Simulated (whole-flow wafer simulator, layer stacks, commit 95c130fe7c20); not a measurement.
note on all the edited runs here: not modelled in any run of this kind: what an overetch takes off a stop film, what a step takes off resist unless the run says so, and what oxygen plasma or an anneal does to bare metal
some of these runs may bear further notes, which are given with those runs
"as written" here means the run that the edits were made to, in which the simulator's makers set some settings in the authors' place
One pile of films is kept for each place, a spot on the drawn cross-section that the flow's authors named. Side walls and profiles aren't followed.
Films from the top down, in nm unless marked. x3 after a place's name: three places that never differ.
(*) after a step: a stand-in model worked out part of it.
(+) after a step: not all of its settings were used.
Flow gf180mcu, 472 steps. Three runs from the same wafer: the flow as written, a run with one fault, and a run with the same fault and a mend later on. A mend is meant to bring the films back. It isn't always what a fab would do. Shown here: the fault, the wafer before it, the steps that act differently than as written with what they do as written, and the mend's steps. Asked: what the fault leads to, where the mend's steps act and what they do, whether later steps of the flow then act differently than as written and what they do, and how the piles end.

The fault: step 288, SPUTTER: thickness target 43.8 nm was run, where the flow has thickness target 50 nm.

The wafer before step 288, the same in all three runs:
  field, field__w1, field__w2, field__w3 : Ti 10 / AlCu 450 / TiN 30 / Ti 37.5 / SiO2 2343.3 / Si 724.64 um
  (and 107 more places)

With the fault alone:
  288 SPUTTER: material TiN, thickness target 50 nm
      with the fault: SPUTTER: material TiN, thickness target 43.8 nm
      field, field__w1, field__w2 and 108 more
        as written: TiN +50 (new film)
        with the fault: TiN +43.8 (new film)
  Later steps of the flow that act differently than as written (5 more steps differ only slightly, by at most 2% or 0.5 nm, whichever is larger, and aren't shown):
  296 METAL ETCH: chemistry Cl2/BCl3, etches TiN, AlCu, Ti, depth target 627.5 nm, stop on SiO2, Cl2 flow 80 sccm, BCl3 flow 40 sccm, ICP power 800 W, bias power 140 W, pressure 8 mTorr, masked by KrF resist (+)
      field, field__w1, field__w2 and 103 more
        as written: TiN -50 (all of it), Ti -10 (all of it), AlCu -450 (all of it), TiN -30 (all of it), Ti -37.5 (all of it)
        with the fault: TiN -43.8 (all of it), Ti -10 (all of it), AlCu -450 (all of it), TiN -30 (all of it), Ti -37.5 (all of it)
  At the end the piles differ from the flow's by more than 2% or 0.5 nm, whichever is larger, at field__w8, contact, m1, m1__w1, m1_nw.
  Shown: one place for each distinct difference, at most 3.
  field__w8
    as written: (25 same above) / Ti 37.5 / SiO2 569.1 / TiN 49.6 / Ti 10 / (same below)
    with the fault: (25 same above) / Ti 37.5 / SiO2 575.3 / TiN 43.4 / Ti 10 / (same below)
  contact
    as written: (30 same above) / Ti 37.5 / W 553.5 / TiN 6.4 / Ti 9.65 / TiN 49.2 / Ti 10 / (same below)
    with the fault: (30 same above) / Ti 37.5 / W 559.8 / TiN 6.38 / Ti 9.62 / TiN 43 / Ti 10 / (same below)

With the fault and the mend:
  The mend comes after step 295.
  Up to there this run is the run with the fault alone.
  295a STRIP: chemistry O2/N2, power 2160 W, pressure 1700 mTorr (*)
      field__w8, contact, m1, m1__w1, m1_nw
        KrF resist -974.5 (all of it)
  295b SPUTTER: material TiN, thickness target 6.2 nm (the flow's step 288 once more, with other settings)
      field, field__w1, field__w2 and 108 more
        TiN +6.2
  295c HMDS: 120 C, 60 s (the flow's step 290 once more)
      changes no film at any place that is followed
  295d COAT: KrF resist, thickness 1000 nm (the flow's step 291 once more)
      field, field__w1, field__w2 and 108 more
        KrF resist +1000 (new film)
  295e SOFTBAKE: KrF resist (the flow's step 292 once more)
      changes no film at any place that is followed
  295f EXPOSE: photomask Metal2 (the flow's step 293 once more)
      changes no film at any place that is followed
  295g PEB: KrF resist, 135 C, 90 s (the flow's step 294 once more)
      field, field__w1, field__w2 and 108 more
        KrF resist -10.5
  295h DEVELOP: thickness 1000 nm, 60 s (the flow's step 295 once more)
      field, field__w1, field__w2 and 103 more
        KrF resist -989.5 (all of it)
      field__w8, contact, m1, m1__w1, m1_nw
        KrF resist -14.9
  No later step of the flow acts differently than as written at any place that is followed.
  At the end the piles are the same as the flow's at every place that both follow.
